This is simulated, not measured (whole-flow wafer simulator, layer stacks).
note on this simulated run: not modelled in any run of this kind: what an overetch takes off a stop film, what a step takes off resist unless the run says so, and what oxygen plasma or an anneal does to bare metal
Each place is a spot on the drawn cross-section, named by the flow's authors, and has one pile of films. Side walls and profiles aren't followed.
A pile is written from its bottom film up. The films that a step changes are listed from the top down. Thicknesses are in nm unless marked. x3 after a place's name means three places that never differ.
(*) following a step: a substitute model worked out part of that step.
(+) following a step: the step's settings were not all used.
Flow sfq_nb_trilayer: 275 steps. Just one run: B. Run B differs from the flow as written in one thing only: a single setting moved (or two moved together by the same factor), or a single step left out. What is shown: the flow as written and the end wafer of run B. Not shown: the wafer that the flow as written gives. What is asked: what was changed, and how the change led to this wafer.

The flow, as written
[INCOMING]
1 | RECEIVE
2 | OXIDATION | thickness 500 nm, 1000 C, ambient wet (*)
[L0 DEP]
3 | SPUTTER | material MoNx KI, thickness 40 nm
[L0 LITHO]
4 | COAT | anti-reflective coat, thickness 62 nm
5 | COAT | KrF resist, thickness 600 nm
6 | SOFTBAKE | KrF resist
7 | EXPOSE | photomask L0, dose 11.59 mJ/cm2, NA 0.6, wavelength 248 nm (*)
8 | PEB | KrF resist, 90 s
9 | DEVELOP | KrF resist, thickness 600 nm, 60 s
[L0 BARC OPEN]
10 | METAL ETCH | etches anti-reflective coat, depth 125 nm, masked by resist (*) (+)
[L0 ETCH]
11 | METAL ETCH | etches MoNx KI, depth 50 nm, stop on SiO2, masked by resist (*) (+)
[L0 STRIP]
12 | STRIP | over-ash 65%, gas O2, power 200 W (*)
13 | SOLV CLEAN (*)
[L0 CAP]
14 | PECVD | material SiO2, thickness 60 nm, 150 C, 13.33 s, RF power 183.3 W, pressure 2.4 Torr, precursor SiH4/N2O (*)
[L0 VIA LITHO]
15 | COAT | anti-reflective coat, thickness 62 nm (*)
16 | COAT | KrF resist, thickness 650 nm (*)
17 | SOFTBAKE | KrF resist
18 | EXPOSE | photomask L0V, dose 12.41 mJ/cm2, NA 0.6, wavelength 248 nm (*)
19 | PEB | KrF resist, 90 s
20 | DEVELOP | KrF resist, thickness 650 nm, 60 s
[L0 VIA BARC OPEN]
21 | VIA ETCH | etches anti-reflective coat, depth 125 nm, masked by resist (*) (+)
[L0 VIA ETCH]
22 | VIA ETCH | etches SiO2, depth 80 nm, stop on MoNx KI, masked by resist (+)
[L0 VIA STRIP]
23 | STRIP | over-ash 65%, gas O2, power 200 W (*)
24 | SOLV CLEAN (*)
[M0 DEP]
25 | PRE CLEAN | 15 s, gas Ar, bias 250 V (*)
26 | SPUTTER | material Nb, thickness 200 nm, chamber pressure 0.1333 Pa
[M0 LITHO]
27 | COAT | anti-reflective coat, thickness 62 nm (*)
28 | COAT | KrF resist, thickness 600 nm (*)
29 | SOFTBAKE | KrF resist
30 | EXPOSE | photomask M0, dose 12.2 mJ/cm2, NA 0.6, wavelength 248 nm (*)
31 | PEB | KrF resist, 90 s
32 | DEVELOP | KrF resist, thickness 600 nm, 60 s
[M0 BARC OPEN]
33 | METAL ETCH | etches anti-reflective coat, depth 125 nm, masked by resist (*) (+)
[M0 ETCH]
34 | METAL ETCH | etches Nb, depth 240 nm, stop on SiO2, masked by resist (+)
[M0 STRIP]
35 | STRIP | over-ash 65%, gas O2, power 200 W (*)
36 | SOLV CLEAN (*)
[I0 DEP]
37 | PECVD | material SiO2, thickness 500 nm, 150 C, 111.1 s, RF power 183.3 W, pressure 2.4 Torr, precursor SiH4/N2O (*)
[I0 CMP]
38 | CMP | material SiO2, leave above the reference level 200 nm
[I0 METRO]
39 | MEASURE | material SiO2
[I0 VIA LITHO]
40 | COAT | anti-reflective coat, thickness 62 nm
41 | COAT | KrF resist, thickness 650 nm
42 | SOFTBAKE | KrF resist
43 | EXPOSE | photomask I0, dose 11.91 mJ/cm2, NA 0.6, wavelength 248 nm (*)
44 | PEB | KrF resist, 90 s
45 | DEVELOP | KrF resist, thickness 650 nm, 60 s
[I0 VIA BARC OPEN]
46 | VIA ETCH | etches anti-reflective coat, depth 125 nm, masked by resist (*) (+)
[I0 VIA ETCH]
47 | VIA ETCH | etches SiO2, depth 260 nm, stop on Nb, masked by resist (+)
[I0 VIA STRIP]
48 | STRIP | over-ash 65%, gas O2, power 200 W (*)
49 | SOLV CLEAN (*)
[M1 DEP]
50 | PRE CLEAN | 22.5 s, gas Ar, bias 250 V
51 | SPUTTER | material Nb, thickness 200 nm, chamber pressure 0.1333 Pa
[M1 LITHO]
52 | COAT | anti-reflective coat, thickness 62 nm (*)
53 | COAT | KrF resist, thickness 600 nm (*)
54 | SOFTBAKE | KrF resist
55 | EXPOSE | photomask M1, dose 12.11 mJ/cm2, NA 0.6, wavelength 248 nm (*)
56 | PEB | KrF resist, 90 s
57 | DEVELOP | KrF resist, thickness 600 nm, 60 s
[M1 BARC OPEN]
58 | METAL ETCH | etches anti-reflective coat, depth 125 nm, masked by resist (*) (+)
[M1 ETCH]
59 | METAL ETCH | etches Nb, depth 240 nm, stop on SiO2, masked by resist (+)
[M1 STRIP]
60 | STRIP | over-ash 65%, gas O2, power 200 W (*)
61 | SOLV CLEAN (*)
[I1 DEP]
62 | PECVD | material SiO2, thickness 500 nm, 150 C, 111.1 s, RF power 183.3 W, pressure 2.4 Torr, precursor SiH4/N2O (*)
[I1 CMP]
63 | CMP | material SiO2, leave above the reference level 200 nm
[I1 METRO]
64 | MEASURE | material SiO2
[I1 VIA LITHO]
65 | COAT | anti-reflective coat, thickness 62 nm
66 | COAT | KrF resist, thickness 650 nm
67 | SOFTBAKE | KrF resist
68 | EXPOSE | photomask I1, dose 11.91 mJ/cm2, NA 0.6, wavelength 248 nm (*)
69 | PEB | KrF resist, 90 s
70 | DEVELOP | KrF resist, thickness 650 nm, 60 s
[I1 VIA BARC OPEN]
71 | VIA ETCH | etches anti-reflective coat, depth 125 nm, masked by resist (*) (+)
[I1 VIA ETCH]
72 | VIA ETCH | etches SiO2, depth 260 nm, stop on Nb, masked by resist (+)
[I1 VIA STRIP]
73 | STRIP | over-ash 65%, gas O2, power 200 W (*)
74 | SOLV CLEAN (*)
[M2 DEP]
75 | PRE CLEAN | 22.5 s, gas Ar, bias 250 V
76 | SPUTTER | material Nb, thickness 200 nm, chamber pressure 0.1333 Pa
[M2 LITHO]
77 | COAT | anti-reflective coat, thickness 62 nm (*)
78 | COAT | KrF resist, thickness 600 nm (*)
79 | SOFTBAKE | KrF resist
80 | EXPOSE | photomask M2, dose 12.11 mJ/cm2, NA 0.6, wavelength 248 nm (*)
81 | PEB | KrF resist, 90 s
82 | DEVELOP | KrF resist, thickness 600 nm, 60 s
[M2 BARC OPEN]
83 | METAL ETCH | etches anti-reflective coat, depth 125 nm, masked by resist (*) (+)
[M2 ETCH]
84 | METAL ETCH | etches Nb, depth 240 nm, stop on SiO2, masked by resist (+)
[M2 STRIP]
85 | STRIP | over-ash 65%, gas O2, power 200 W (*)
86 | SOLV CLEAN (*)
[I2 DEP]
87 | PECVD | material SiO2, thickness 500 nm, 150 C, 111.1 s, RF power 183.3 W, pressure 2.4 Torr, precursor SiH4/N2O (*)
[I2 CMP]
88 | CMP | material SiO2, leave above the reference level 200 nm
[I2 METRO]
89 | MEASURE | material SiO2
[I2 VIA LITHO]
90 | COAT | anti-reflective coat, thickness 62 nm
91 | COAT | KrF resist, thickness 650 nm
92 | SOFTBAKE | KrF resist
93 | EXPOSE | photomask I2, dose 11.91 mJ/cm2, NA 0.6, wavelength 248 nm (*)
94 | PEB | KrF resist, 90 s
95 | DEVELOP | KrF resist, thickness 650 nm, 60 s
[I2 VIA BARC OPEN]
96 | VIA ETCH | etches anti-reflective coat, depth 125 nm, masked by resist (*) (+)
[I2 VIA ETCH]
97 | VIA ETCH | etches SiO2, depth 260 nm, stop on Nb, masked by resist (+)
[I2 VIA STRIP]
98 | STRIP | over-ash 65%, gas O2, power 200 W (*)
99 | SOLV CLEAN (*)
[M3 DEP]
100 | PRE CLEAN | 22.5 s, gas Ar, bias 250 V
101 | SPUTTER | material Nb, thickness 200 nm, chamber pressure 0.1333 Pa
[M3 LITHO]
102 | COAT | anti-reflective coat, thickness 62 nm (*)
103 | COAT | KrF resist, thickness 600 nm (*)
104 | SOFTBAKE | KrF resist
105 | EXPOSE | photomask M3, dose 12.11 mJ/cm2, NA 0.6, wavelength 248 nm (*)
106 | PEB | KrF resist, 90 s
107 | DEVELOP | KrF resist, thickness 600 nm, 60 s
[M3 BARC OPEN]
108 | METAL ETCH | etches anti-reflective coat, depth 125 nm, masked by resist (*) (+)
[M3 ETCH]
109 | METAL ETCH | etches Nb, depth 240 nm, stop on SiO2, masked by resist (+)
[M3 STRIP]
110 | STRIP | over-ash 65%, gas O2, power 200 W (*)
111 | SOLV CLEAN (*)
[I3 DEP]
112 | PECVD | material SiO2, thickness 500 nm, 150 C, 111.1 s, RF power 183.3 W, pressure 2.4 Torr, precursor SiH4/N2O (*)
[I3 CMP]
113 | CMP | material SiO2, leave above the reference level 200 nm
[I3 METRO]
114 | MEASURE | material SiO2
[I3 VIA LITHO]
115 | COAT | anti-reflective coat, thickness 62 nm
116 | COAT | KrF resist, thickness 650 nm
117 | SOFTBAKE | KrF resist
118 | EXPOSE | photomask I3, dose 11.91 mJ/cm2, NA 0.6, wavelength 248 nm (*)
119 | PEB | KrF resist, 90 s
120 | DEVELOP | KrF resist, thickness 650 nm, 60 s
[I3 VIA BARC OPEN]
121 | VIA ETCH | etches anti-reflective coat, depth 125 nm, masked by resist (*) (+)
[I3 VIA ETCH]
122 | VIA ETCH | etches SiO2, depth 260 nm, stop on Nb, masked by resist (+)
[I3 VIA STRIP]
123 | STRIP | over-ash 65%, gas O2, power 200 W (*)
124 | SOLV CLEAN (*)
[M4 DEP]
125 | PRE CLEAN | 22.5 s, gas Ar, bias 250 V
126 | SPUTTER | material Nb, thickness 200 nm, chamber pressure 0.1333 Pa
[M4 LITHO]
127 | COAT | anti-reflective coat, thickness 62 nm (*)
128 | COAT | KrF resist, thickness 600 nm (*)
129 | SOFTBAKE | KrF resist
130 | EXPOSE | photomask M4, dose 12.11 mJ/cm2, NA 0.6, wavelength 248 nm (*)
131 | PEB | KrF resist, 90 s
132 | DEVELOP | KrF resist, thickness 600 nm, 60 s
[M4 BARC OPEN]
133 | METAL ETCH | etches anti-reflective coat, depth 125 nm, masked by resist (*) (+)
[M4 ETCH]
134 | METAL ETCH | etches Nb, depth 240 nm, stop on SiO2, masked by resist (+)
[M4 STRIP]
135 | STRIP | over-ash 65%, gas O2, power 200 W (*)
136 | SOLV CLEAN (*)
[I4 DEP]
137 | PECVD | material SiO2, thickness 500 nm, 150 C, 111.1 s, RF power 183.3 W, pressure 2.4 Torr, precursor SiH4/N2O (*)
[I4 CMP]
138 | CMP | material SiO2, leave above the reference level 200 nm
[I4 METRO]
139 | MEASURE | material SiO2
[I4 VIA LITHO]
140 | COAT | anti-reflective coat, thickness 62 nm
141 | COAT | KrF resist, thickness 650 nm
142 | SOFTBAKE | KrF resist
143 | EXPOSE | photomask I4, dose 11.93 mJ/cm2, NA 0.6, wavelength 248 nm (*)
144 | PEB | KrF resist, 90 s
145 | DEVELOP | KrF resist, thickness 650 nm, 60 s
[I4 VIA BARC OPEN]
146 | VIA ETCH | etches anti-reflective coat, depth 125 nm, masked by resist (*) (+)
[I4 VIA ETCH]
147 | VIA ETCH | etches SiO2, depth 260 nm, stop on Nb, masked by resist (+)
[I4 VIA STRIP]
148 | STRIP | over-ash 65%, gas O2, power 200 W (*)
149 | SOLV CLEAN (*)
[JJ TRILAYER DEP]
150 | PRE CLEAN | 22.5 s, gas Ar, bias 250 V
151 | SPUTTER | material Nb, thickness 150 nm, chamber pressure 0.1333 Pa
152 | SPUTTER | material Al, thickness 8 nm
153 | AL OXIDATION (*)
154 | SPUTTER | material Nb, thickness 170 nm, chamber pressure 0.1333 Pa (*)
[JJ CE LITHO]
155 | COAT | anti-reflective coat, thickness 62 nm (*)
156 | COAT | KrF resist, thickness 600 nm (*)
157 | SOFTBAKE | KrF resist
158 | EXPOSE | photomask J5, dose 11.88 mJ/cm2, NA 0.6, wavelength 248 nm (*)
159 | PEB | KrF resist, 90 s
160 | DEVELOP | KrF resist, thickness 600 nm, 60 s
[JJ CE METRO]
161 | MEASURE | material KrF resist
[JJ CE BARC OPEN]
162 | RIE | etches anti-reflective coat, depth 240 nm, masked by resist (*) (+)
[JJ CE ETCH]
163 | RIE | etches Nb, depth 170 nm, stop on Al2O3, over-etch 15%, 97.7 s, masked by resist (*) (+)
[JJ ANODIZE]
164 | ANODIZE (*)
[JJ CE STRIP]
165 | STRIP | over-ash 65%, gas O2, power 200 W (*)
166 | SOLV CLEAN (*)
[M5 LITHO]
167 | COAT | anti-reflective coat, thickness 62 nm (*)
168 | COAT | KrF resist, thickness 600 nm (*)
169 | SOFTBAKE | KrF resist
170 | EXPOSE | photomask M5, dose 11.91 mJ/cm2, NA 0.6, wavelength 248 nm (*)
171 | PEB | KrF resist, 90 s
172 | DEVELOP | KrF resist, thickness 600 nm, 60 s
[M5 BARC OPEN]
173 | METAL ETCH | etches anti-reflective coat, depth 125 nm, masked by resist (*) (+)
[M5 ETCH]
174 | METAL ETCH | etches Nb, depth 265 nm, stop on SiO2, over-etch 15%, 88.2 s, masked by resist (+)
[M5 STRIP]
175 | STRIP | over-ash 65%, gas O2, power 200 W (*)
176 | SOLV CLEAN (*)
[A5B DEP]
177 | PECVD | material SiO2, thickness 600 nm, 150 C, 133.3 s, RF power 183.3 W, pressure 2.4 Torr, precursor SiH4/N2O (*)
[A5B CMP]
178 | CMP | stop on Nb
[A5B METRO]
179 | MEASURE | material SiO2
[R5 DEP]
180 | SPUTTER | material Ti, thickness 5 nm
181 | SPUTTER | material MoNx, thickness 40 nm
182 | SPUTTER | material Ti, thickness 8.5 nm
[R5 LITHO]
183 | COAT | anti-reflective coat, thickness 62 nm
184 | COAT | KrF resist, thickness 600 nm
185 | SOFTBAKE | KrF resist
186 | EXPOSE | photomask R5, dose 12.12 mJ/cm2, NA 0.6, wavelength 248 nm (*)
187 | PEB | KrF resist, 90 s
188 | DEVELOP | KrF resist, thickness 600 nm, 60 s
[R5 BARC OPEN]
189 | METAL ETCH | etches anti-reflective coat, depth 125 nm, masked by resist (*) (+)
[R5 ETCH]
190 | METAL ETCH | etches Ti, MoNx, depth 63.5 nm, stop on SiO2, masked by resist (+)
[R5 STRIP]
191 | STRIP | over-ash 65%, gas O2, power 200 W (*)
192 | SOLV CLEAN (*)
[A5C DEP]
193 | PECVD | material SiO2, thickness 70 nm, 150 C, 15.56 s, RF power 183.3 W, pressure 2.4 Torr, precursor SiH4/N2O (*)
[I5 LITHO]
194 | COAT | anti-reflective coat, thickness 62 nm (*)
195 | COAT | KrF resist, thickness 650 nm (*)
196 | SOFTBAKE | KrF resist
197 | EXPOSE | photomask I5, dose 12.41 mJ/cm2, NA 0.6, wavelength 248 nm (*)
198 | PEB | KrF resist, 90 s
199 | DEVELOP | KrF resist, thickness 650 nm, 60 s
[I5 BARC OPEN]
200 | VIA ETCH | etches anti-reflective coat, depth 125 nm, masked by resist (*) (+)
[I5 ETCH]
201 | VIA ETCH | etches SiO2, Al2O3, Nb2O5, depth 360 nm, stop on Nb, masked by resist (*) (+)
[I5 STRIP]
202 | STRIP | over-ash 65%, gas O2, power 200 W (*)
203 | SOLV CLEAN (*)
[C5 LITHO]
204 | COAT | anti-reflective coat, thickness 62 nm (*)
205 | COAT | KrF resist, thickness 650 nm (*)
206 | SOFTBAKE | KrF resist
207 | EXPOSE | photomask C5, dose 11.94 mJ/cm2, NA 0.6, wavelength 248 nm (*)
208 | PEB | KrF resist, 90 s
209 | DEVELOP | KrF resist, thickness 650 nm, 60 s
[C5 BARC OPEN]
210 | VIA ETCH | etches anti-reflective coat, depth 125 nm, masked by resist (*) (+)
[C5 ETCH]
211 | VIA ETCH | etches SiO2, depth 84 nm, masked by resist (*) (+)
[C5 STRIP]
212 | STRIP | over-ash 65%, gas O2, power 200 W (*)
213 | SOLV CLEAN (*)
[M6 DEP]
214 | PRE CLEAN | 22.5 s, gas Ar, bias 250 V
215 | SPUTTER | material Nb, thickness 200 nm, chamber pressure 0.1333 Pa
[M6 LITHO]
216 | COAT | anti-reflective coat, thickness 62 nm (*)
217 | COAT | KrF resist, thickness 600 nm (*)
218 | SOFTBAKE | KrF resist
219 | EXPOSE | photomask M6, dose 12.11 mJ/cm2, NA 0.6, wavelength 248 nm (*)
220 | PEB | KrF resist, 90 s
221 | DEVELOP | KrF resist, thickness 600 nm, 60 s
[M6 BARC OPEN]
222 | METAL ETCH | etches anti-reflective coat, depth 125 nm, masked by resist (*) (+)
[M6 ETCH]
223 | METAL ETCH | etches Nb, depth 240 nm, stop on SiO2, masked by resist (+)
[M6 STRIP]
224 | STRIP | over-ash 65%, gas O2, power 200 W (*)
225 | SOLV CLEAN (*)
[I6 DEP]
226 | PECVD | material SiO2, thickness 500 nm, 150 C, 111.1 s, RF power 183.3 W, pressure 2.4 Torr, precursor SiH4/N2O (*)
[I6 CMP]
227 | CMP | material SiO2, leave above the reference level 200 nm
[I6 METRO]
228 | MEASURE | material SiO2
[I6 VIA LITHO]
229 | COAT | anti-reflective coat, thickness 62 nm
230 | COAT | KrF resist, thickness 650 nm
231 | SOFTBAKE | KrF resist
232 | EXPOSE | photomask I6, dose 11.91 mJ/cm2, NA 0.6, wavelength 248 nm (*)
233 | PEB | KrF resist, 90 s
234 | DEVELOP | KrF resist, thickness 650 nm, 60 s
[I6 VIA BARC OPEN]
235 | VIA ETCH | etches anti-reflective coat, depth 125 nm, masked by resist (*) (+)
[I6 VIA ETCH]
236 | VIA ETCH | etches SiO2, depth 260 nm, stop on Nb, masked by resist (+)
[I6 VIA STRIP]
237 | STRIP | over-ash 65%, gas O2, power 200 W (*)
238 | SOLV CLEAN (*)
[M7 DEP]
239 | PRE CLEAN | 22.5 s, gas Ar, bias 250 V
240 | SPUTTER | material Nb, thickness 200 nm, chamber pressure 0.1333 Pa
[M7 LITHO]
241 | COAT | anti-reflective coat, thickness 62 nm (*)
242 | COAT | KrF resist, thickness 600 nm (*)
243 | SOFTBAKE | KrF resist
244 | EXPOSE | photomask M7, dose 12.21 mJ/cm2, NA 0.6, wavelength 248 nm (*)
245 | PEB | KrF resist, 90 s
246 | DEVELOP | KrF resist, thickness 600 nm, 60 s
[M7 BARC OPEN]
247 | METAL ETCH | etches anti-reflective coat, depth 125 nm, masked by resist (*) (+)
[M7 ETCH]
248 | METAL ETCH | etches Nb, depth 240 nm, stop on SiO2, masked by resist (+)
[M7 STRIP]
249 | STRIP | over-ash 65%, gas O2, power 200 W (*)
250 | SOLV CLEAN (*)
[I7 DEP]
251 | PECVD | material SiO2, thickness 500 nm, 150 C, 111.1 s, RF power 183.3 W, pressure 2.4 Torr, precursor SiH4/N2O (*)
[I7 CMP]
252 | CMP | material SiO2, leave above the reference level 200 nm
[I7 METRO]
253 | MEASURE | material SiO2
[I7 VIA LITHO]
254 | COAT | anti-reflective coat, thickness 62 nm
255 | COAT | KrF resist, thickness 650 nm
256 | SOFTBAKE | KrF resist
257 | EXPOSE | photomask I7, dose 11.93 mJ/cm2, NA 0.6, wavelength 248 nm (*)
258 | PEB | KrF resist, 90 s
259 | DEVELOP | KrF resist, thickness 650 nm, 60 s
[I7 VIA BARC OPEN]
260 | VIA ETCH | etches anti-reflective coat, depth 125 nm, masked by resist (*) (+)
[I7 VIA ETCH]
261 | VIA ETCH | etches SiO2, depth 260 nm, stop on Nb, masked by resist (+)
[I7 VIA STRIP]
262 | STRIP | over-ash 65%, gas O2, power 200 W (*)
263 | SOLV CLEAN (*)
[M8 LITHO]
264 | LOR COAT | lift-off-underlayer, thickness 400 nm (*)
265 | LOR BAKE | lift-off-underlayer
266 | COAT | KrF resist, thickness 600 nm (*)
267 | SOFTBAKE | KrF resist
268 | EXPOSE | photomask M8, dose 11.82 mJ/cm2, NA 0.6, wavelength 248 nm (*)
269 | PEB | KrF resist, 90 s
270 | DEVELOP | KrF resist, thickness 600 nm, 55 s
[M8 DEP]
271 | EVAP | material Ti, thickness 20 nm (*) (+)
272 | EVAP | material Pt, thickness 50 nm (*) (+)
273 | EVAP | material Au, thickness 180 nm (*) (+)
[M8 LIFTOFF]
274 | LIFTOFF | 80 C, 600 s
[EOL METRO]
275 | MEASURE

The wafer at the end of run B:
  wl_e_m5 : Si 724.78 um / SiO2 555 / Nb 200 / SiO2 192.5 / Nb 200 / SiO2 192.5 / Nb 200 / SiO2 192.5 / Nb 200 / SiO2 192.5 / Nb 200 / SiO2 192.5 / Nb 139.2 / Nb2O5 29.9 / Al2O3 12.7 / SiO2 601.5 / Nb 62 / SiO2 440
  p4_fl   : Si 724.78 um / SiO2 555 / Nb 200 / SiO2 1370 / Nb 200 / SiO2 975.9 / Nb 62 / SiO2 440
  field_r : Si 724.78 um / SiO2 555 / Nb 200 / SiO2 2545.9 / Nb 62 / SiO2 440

Cause: step 240, SPUTTER: thickness 302 nm was run, while the flow as written has thickness 200 nm.

How this came from the change, step by step:
  240 | SPUTTER | material Nb, thickness 200 nm, chamber pressure 0.1333 Pa
      field_l, v_sur, via_wl and 102 more: Nb gains 302 (new film) (it would be, as written: Nb gains 200 (new film))
      via_v: Nb gains 243.9 (it would be, as written: Nb gains 161.1)
  241 | COAT | anti-reflective coat, thickness 62 nm (*)
      via_v: anti-reflective coat gains 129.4 (new film) (it would be, as written: anti-reflective coat gains 126 (new film))
  248 | METAL ETCH | etches Nb, depth 240 nm, stop on SiO2, masked by resist (+)
      field_l, field_r, lsp_l and 62 more: Nb loses 240 (it would be, as written: Nb loses 200 (all of it))
  249 | STRIP | over-ash 65%, gas O2, power 200 W (*)
      via_v: KrF resist loses 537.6 (all of it), anti-reflective coat loses 129.4 (all of it) (it would be, as written: KrF resist loses 524.5 (all of it), anti-reflective coat loses 126 (all of it))
  251 | PECVD | material SiO2, thickness 500 nm, 150 C, 111.1 s, RF power 183.3 W, pressure 2.4 Torr, precursor SiH4/N2O (*)
      field_l, p4_fl, p4_fm and 56 more: SiO2 gains 500 (new film) (it would be, as written: SiO2 gains 500)
      field_r, lsp_l: SiO2 gains 473.2 (new film) (it would be, as written: SiO2 gains 477.7)
      (as well as at 4 more places)
  252 | CMP | material SiO2, leave above the reference level 200 nm
      field_l, p4_fl, p4_fm and 56 more: SiO2 loses 60 (it would be, as written: SiO2 loses 100)
      field_r, lsp_l: SiO2 loses 33.2 (it would be, as written: SiO2 loses 77.7)
      (as well as at 3 more places)
With metal films that touch counted as one body, wl_e_m5 has 7 bodies (between them, from the top down: SiO2 601.5 / Al2O3 12.7 / Nb2O5 29.9; SiO2 192.5; SiO2 192.5; SiO2 192.5; SiO2 192.5; SiO2 192.5); the flow as written gives 6 bodies (between them, from the top down: SiO2 192.5; SiO2 192.5; SiO2 192.5; SiO2 192.5; SiO2 192.5).
With metal films that touch counted as one body, p4_fl has 3 bodies (between them, from the top down: SiO2 975.9; SiO2 1370); the flow as written gives 2 bodies (between them, from the top down: SiO2 1370).
With metal films that touch counted as one body, field_r has 2 bodies (between them, from the top down: SiO2 2545.9); the flow as written gives 1 body.
